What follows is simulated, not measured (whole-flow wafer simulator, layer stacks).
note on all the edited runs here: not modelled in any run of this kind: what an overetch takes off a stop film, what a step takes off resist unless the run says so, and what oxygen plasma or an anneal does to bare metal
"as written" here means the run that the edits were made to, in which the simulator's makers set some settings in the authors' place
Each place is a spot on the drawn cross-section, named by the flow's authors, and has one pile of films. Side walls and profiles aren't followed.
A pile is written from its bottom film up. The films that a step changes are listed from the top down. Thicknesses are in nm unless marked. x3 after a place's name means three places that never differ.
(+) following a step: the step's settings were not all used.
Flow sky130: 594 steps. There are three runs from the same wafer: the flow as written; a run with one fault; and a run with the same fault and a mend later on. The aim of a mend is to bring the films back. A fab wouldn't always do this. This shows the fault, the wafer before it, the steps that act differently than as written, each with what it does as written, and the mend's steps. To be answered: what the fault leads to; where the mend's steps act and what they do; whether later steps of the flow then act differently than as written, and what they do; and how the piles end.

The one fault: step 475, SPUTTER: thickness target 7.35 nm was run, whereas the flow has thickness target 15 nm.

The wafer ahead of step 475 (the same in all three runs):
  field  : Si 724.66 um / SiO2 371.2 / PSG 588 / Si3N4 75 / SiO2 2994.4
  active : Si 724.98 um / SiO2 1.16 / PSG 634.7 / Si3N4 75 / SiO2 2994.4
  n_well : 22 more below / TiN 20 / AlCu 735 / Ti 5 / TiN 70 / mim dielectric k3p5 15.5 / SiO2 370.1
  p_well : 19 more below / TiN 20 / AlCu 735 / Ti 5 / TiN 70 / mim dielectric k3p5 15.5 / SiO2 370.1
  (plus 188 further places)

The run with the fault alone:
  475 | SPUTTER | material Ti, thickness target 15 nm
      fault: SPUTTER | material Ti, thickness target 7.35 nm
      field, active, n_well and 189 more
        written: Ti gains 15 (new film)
        fault: Ti gains 7.35 (new film)
  Steps further on in the flow that do not act as written (17 more steps, not shown, differ only slightly: by at most 2% or 0.5 nm, whichever is larger):
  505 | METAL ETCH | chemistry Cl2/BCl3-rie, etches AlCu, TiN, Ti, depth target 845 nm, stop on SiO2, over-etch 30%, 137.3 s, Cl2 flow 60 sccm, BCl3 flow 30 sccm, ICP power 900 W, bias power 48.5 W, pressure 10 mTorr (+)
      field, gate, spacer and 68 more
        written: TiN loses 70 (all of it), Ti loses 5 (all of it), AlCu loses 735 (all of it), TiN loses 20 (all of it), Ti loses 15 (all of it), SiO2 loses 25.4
        fault: TiN loses 70 (all of it), Ti loses 5 (all of it), AlCu loses 735 (all of it), TiN loses 20 (all of it), Ti loses 7.35 (all of it), SiO2 loses 26.1
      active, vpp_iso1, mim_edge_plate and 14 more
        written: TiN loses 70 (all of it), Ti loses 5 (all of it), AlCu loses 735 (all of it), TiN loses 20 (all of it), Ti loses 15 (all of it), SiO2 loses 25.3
        fault: TiN loses 70 (all of it), Ti loses 5 (all of it), AlCu loses 735 (all of it), TiN loses 20 (all of it), Ti loses 7.35 (all of it), SiO2 loses 26.1
  At n_well, p_well, gate_hv and 102 more, the piles at the end differ from the flow's by more than 2% or 0.5 nm, whichever is larger.
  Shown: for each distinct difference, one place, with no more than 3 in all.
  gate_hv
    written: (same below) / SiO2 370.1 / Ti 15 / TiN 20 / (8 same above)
    fault: (same below) / SiO2 370.1 / Ti 7.35 / TiN 20 / (8 same above)
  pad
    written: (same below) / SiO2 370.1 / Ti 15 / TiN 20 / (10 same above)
    fault: (same below) / SiO2 370.1 / Ti 7.35 / TiN 20 / (10 same above)
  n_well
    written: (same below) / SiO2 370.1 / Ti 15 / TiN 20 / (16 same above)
    fault: (same below) / SiO2 370.1 / Ti 7.35 / TiN 20 / (16 same above)

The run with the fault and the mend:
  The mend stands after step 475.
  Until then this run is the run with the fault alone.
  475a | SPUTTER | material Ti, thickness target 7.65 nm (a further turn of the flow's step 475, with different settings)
      field, active, n_well and 189 more
        Ti gains 7.65
  Later steps of the flow that are run all act as written at every place that is followed.
  By the end, the piles equal the flow's at every place that both follow.
